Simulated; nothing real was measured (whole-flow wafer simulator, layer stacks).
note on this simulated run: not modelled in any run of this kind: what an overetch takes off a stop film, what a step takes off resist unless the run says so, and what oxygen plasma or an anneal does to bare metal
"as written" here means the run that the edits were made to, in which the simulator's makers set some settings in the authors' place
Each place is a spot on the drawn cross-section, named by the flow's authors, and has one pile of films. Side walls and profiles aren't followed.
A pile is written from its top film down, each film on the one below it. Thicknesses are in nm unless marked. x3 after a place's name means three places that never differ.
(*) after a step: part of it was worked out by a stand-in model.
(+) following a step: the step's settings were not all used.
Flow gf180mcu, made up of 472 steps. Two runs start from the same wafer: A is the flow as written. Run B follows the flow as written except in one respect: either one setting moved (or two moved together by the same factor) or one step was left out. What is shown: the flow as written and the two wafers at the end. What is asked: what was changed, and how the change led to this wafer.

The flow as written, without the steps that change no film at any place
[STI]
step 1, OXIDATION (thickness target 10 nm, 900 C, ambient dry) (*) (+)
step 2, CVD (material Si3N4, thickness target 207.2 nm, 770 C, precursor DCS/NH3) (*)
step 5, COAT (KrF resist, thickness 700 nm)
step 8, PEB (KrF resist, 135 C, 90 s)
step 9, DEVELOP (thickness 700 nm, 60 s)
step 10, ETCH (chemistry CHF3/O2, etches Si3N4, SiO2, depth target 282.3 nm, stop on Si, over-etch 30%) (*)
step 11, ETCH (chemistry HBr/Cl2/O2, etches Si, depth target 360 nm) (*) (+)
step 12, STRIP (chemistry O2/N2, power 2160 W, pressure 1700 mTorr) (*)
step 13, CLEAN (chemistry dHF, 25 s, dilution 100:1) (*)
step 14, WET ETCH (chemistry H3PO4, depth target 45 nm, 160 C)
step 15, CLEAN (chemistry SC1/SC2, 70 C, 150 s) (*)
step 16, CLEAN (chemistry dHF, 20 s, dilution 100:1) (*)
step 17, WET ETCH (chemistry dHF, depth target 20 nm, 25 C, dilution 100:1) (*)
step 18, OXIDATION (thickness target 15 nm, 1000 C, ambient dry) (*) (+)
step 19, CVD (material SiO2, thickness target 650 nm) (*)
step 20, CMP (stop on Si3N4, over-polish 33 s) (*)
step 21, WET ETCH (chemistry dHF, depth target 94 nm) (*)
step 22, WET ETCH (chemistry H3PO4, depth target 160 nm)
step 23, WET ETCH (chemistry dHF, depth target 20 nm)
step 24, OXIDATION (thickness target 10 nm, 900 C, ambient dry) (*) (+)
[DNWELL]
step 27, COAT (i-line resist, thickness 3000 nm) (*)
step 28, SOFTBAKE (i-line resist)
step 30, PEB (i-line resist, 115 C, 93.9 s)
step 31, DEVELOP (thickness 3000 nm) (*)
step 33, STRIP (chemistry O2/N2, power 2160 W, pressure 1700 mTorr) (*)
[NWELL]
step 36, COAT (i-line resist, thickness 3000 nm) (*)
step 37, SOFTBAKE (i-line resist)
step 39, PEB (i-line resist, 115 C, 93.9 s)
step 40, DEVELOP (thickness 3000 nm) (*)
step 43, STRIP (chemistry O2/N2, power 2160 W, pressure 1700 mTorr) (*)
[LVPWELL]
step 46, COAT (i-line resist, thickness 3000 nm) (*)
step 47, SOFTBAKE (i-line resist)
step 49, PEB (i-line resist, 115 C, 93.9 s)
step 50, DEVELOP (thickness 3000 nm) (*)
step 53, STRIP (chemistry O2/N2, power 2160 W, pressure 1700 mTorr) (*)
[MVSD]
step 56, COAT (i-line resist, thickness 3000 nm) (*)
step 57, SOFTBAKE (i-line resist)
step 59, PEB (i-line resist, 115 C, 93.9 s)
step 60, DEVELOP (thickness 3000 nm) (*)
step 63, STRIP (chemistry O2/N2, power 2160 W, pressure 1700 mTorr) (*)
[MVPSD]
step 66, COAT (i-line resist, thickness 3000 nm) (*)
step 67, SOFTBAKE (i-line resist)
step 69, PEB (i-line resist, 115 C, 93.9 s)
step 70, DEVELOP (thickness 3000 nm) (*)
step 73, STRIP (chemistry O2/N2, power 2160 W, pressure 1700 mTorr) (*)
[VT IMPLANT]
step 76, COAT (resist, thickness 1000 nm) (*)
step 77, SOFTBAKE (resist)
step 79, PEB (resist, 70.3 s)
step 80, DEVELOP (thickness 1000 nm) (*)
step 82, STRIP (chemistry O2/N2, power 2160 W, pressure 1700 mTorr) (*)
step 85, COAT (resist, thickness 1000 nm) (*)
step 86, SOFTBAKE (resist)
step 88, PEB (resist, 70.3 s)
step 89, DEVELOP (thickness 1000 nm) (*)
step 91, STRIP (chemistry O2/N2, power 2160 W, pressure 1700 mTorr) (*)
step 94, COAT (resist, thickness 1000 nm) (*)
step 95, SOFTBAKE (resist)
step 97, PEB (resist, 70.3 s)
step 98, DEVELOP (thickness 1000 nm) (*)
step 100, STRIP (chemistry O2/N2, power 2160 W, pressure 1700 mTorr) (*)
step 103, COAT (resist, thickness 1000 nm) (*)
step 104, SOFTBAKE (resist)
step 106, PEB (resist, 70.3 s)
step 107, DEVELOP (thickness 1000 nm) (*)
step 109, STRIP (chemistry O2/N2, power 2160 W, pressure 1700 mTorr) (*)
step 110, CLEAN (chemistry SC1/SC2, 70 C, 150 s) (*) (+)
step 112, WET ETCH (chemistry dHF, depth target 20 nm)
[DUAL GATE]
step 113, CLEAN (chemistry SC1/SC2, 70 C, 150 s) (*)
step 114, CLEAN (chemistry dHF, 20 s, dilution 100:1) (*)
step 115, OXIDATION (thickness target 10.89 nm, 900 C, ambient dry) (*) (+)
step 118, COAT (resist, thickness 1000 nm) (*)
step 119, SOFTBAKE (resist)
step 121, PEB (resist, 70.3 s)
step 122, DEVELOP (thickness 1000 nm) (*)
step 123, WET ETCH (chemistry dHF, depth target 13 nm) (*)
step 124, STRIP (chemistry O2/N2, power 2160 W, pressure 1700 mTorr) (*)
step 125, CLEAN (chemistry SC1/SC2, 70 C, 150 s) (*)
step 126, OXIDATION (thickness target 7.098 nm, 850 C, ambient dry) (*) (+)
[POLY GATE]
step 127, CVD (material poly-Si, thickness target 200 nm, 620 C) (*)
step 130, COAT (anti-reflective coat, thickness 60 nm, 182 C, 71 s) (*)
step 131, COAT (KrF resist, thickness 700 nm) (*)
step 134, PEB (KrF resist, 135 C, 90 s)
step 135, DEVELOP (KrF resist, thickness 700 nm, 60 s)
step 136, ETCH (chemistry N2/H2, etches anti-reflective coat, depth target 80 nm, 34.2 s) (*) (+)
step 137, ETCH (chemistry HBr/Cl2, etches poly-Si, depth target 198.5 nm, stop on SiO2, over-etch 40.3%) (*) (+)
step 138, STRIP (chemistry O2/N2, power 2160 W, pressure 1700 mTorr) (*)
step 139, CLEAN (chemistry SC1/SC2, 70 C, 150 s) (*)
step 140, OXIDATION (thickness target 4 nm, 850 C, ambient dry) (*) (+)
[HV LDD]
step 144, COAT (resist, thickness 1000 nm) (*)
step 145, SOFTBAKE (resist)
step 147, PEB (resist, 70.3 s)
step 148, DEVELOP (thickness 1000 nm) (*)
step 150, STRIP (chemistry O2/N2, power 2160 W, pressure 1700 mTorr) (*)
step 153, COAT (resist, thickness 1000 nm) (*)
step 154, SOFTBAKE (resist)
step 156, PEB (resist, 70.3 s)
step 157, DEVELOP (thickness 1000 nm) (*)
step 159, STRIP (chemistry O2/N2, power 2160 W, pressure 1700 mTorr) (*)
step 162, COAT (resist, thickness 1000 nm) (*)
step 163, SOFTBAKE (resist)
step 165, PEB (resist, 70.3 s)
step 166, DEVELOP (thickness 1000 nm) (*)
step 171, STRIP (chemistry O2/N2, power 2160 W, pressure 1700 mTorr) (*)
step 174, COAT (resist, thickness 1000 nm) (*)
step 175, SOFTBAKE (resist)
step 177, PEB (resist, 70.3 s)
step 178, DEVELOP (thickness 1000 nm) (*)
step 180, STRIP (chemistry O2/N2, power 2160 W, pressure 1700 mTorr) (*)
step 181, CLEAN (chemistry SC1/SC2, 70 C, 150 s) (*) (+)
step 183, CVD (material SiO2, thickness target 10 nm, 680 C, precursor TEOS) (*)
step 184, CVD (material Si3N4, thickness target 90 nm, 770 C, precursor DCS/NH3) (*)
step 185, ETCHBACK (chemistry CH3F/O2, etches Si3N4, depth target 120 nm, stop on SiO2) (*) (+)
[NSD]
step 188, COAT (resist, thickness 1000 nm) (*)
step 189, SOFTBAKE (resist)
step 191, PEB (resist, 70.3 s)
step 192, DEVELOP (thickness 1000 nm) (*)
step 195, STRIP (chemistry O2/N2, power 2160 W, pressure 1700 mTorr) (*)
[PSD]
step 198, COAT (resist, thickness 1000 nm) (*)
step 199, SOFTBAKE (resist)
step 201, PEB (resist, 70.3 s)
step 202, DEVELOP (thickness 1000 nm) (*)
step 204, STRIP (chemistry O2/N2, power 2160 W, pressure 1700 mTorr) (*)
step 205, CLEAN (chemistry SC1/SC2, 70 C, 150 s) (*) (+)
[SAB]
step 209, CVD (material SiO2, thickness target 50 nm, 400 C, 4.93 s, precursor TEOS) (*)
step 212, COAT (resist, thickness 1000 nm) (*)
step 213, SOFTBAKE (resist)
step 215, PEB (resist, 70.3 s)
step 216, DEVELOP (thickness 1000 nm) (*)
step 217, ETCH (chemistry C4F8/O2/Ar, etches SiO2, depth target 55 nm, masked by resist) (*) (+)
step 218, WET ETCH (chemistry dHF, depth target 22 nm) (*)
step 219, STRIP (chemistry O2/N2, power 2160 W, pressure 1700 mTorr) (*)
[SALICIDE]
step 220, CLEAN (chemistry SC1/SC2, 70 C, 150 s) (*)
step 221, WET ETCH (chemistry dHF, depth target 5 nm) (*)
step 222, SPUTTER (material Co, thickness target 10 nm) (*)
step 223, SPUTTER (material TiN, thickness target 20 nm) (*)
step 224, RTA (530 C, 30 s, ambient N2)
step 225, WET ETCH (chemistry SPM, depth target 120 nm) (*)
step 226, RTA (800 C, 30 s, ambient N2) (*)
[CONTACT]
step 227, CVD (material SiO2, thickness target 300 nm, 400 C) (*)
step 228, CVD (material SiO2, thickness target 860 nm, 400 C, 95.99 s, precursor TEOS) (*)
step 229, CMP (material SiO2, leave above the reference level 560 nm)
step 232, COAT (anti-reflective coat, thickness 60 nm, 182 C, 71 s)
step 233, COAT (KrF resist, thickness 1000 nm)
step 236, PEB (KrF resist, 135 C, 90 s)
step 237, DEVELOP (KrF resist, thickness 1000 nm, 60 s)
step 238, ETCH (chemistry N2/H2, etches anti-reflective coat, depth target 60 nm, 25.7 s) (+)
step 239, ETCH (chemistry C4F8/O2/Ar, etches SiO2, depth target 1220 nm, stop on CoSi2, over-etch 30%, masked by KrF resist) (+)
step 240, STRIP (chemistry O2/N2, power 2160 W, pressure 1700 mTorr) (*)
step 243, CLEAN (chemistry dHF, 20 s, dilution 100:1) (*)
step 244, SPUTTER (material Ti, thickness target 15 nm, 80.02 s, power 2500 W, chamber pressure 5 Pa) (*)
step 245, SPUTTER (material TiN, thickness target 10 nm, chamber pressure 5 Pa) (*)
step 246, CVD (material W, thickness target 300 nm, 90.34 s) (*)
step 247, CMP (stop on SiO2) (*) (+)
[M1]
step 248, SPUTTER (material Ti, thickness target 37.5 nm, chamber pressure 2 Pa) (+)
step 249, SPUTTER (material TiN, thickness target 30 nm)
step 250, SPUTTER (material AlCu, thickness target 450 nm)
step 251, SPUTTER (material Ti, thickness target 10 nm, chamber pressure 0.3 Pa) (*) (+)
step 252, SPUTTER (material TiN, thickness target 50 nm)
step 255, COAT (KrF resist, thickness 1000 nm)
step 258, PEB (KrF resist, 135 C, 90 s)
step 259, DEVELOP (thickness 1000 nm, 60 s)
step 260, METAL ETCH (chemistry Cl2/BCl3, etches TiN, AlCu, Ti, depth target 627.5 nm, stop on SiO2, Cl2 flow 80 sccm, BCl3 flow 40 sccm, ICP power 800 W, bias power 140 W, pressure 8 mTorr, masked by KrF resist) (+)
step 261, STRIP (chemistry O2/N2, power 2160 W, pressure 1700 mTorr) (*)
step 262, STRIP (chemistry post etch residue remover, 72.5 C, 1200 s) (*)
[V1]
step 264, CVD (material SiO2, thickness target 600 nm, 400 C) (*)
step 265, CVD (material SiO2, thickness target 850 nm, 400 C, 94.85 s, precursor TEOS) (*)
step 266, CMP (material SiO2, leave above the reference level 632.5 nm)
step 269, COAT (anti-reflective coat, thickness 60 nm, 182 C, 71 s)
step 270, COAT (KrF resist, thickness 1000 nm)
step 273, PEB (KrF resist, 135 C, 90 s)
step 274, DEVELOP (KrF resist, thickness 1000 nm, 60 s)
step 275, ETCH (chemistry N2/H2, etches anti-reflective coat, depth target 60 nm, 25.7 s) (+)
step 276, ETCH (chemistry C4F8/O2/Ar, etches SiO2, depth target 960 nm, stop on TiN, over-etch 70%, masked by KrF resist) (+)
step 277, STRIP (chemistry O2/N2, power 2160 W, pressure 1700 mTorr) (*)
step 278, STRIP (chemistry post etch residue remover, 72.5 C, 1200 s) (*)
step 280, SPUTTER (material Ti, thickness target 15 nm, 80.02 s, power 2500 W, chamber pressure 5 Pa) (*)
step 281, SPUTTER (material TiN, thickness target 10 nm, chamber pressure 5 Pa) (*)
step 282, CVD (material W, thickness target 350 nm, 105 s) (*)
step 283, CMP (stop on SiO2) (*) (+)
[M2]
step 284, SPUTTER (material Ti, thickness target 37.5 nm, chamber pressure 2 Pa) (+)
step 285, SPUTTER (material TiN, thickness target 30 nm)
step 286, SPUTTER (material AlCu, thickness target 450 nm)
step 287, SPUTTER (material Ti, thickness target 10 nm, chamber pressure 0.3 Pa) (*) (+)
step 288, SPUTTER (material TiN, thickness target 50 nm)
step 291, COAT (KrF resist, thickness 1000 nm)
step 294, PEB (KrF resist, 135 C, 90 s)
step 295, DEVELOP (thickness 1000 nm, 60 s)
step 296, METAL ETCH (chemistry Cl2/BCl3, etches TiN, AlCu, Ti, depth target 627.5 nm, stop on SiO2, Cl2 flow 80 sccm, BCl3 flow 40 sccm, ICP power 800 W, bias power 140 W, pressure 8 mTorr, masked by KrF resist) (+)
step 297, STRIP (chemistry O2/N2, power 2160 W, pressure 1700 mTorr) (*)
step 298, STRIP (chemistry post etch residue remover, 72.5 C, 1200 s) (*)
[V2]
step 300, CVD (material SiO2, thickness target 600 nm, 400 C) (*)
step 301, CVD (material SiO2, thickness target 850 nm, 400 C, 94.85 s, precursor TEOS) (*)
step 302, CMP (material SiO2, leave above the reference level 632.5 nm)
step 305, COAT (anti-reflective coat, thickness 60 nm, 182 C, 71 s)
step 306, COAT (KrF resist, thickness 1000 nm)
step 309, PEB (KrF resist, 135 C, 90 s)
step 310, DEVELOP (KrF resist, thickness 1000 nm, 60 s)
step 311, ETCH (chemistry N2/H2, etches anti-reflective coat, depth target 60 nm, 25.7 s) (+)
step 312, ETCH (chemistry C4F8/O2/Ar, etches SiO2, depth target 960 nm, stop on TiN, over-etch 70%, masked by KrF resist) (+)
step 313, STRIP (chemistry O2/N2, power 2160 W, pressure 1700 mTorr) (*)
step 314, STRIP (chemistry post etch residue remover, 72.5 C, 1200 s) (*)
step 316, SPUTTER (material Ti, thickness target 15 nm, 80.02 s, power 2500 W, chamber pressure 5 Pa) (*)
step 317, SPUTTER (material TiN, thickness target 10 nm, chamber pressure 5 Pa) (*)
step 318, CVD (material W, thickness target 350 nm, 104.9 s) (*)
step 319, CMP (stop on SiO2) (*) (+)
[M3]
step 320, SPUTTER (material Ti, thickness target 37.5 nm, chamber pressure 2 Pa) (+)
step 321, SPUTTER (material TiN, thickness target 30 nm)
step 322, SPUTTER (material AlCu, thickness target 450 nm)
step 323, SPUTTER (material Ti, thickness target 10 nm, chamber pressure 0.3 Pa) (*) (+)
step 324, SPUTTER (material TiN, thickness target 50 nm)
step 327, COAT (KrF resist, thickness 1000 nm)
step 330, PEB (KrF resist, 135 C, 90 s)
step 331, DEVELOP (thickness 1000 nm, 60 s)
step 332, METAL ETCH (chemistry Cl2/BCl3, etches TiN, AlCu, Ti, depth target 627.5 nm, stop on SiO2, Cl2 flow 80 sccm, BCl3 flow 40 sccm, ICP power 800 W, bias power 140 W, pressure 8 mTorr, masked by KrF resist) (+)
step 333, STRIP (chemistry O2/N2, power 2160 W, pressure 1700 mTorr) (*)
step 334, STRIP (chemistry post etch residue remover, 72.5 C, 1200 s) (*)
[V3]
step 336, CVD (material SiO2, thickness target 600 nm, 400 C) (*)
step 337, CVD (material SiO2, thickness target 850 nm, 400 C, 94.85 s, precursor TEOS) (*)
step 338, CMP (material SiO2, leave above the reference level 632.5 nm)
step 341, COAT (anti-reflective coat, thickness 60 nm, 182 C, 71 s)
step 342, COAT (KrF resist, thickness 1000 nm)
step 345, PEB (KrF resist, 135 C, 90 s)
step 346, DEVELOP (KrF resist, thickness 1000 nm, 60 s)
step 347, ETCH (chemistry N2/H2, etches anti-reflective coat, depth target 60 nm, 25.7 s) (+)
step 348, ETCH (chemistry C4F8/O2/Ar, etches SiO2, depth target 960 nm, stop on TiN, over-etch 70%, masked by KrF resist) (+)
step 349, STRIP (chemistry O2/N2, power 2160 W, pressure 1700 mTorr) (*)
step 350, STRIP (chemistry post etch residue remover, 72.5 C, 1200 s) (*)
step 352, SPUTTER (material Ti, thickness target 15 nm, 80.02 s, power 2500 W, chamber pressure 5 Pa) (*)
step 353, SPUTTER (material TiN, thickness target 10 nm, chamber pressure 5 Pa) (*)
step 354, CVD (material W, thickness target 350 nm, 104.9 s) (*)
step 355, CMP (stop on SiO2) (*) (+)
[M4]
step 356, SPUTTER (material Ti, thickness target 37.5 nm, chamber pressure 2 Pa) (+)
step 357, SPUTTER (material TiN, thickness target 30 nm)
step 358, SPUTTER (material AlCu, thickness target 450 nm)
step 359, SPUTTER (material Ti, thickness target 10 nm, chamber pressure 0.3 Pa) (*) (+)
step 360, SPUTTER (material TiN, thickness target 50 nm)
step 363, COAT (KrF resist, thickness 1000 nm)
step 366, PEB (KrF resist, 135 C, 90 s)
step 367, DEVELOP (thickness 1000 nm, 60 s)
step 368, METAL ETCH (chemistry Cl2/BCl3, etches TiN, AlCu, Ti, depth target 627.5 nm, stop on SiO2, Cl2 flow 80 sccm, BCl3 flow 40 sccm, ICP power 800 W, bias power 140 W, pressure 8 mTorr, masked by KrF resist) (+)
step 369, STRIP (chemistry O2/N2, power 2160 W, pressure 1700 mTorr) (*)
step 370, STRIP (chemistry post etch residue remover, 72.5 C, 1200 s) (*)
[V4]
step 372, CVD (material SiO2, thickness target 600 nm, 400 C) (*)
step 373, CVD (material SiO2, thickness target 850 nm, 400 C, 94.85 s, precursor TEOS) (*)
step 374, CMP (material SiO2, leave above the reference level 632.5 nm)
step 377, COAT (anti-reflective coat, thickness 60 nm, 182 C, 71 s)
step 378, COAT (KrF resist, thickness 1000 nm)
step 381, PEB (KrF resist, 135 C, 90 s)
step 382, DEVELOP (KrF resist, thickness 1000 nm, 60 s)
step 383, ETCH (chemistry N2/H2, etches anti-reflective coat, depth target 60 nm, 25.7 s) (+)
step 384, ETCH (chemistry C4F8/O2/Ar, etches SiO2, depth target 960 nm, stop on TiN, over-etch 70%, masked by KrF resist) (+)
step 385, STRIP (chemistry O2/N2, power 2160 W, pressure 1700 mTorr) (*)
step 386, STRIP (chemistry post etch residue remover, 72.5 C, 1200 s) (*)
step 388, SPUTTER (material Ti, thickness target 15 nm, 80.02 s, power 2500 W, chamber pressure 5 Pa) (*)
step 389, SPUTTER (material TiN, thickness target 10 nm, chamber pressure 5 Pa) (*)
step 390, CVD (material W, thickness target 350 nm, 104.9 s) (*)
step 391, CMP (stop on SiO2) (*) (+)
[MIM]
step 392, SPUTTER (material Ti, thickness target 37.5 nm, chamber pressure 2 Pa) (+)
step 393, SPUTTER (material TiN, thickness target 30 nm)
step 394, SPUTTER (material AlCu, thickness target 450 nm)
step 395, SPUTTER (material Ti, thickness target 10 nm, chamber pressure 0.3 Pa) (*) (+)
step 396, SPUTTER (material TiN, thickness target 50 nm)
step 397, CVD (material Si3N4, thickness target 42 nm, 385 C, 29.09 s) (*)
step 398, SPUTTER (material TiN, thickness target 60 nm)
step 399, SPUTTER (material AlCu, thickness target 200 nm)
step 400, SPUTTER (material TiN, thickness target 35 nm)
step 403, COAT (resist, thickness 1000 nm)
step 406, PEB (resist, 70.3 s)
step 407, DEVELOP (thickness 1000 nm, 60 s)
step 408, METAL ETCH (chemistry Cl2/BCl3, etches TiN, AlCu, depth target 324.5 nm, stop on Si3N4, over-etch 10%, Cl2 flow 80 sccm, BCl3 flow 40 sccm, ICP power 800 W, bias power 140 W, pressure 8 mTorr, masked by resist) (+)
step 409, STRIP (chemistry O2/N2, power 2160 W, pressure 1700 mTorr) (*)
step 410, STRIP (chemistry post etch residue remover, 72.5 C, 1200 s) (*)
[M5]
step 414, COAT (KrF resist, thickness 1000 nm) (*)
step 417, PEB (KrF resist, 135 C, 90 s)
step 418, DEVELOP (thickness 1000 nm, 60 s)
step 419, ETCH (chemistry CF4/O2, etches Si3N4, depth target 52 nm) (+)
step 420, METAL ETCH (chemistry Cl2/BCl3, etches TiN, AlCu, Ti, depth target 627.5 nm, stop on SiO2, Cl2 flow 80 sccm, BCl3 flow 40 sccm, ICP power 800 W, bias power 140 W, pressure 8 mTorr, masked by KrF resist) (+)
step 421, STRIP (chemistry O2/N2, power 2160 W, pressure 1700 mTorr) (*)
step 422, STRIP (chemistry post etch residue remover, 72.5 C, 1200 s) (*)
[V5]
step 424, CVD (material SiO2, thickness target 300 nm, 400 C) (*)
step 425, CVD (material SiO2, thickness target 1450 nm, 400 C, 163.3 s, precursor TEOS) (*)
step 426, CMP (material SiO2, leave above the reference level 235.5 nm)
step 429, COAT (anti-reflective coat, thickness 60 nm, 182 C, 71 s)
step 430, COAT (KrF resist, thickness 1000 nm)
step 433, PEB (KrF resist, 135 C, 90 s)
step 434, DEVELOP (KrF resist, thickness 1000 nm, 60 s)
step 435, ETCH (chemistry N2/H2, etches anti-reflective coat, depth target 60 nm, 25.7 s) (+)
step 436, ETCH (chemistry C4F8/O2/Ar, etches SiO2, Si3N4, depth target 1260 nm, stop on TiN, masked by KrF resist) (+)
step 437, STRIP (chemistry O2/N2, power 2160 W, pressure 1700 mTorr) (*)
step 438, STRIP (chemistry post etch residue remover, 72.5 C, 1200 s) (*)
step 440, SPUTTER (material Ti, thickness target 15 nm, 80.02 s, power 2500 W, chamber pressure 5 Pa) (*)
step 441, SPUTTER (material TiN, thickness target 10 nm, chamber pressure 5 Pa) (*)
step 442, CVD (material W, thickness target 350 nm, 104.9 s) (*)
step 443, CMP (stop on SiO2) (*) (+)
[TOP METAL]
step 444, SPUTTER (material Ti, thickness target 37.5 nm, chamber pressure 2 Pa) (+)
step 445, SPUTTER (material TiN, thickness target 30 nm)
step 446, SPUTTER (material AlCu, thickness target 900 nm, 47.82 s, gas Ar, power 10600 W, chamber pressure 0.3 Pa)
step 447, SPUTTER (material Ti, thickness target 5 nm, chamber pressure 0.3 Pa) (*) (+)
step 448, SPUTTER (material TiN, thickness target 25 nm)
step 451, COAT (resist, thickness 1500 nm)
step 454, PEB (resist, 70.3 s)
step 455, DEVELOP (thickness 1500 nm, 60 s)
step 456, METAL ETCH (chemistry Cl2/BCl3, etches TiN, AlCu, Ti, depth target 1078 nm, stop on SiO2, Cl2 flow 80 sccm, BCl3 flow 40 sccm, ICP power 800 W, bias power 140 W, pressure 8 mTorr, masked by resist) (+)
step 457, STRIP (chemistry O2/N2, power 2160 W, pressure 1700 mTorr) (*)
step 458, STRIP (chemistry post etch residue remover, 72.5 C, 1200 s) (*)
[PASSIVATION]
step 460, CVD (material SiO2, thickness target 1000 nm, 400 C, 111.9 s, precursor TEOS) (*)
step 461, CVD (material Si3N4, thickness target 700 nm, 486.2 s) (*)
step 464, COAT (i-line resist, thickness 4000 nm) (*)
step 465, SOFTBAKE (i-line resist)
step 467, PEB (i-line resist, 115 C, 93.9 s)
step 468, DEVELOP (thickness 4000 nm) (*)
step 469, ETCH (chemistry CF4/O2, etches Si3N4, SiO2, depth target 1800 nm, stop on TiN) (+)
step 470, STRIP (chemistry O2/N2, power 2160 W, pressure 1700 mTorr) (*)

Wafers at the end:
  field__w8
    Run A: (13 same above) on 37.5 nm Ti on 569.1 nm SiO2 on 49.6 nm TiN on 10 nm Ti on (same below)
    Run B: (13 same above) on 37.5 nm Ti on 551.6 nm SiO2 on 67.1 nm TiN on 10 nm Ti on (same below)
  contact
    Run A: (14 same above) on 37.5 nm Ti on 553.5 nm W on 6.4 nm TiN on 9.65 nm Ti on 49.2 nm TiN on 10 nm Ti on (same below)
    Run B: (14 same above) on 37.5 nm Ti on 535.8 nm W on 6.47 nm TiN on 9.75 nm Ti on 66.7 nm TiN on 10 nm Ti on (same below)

What caused this: step 360, SPUTTER: thickness target 67.5 nm was run, whereas the flow has thickness target 50 nm.

How this came from the change, step by step:
  step 360, SPUTTER (material TiN, thickness target 50 nm)
      field, field__w1, field__w2 and 108 more: A +50 TiN (new film) | B +67.5 TiN (new film)
  step 368, METAL ETCH (chemistry Cl2/BCl3, etches TiN, AlCu, Ti, depth target 627.5 nm, stop on SiO2, Cl2 flow 80 sccm, BCl3 flow 40 sccm, ICP power 800 W, bias power 140 W, pressure 8 mTorr, masked by KrF resist) (+)
      field, field__w1, field__w2 and 103 more: A -50 TiN (all of it), -10 Ti (all of it), -450 AlCu (all of it), -30 TiN (all of it), -37.5 Ti (all of it) | B -67.5 TiN (all of it), -10 Ti (all of it), -450 AlCu (all of it), -30 TiN (all of it), -37.5 Ti (all of it)
  step 384, ETCH (chemistry C4F8/O2/Ar, etches SiO2, depth target 960 nm, stop on TiN, over-etch 70%, masked by KrF resist) (+)
      contact: A -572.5 SiO2 (all of it) | B -555 SiO2 (all of it)
